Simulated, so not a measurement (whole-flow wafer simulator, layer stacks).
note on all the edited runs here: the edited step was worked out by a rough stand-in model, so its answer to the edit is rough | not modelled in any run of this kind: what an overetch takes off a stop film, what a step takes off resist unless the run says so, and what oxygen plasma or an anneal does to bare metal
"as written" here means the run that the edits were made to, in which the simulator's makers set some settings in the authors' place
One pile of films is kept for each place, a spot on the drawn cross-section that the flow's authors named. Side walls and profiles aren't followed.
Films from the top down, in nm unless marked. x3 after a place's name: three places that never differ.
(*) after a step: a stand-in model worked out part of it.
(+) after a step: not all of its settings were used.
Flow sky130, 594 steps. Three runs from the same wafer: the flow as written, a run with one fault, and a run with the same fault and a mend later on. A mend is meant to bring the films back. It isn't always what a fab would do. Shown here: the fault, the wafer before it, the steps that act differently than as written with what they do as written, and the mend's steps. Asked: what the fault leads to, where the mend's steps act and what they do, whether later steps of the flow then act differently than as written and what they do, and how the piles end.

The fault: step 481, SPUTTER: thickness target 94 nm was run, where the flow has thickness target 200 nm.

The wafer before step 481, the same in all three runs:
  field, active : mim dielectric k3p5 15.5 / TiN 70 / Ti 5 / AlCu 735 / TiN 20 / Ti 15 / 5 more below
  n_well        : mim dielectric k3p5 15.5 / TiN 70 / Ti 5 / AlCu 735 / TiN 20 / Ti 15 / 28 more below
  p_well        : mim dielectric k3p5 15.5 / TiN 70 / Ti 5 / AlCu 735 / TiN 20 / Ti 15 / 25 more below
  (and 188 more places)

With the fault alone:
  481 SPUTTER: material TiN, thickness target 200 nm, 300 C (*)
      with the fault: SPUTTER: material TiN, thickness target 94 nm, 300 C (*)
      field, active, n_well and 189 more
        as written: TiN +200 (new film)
        with the fault: TiN +94 (new film)
  Later steps of the flow that act differently than as written (4 more steps differ only slightly, by at most 2% or 0.5 nm, whichever is larger, and aren't shown):
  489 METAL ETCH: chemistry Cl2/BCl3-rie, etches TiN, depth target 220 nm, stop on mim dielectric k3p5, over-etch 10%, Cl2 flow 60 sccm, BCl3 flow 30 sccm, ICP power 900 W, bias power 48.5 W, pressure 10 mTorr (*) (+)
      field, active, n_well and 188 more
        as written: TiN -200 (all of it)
        with the fault: TiN -94 (all of it)
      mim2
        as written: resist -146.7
        with the fault: resist -68.9
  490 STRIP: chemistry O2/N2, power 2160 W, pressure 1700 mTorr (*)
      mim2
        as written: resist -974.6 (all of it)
        with the fault: resist -1052.3 (all of it)
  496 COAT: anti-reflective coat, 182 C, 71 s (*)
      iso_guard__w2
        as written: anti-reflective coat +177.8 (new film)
        with the fault: anti-reflective coat +112.5 (new film)
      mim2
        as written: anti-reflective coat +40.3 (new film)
        with the fault: anti-reflective coat +33.2 (new film)
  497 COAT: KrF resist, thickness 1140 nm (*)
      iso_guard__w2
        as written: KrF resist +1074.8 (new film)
        with the fault: KrF resist +1119 (new film)
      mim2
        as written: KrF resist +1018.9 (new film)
        with the fault: KrF resist +1106.2 (new film)
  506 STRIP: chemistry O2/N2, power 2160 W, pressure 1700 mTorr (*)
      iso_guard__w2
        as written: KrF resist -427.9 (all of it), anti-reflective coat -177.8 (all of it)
        with the fault: KrF resist -471.9 (all of it), anti-reflective coat -112.5 (all of it)
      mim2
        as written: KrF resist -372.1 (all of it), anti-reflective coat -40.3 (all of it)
        with the fault: KrF resist -459.2 (all of it), anti-reflective coat -33.2 (all of it)
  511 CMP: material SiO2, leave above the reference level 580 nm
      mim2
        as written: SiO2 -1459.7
        with the fault: SiO2 -1353.7
  At the end the piles differ from the flow's by more than 2% or 0.5 nm, whichever is larger, at mim2.
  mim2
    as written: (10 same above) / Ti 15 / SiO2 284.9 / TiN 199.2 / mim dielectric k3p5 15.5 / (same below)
    with the fault: (10 same above) / Ti 15 / SiO2 390.9 / TiN 93.2 / mim dielectric k3p5 15.5 / (same below)

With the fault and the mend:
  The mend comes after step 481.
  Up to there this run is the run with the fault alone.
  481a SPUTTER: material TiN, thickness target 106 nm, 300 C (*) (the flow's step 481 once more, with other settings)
      field, active, n_well and 189 more
        TiN +106
  No later step of the flow acts differently than as written at any place that is followed.
  At the end the piles are the same as the flow's at every place that both follow.
